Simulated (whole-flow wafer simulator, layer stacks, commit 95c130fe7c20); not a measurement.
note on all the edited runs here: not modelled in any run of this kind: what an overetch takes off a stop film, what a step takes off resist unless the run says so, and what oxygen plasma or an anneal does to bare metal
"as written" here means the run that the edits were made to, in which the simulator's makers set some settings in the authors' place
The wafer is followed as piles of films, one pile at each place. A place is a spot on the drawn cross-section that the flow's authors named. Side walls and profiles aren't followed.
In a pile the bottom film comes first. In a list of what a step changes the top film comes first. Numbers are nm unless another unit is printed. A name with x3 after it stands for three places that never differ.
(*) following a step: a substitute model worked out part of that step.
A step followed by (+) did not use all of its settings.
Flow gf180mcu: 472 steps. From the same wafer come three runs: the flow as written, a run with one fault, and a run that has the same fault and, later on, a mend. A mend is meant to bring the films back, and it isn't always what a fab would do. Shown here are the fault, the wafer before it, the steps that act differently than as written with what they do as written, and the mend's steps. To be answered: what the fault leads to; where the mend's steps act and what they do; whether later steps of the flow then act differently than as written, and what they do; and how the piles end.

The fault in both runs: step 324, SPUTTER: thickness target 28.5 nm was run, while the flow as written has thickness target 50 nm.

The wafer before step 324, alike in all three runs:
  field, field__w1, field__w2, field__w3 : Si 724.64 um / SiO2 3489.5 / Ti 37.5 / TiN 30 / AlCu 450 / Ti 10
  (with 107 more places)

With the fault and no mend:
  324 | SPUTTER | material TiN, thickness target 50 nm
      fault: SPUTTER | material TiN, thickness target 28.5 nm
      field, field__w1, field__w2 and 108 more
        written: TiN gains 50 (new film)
        fault: TiN gains 28.5 (new film)
  Steps further on in the flow that do not act as written (2 more steps, not shown, differ only slightly: by at most 2% or 0.5 nm, whichever is larger):
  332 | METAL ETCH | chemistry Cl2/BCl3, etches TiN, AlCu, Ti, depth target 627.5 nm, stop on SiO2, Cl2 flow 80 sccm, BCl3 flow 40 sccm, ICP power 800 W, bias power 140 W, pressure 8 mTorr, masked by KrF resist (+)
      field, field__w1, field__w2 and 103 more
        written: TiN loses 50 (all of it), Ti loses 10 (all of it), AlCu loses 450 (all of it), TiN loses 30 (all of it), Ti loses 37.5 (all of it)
        fault: TiN loses 28.5 (all of it), Ti loses 10 (all of it), AlCu loses 450 (all of it), TiN loses 30 (all of it), Ti loses 37.5 (all of it)
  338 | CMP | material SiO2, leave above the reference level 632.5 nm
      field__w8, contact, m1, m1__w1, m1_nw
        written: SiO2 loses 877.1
        fault: SiO2 loses 855.6
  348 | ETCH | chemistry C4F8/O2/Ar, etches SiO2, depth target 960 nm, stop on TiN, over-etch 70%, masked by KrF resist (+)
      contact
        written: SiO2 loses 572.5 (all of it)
        fault: SiO2 loses 594 (all of it)
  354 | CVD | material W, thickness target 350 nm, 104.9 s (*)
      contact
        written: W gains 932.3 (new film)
        fault: W gains 954 (new film)
  The piles end different from the flow's at field__w8, contact, m1, m1__w1, m1_nw by more than 2% or 0.5 nm, whichever is larger.
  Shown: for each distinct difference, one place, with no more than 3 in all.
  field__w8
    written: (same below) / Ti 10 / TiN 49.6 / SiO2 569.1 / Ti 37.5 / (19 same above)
    fault: (same below) / Ti 10 / TiN 28.1 / SiO2 590.6 / Ti 37.5 / (19 same above)
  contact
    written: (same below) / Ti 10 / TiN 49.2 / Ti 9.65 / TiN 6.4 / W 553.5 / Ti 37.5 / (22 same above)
    fault: (same below) / Ti 10 / TiN 27.7 / Ti 9.53 / TiN 6.32 / W 575.2 / Ti 37.5 / (22 same above)

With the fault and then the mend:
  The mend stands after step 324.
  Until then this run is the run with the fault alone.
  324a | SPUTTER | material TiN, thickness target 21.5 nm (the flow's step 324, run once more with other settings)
      field, field__w1, field__w2 and 108 more
        TiN gains 21.5
  Later steps of the flow that are run all act as written at every place that is followed.
  At every place that both follow, the piles at the end match the flow's.
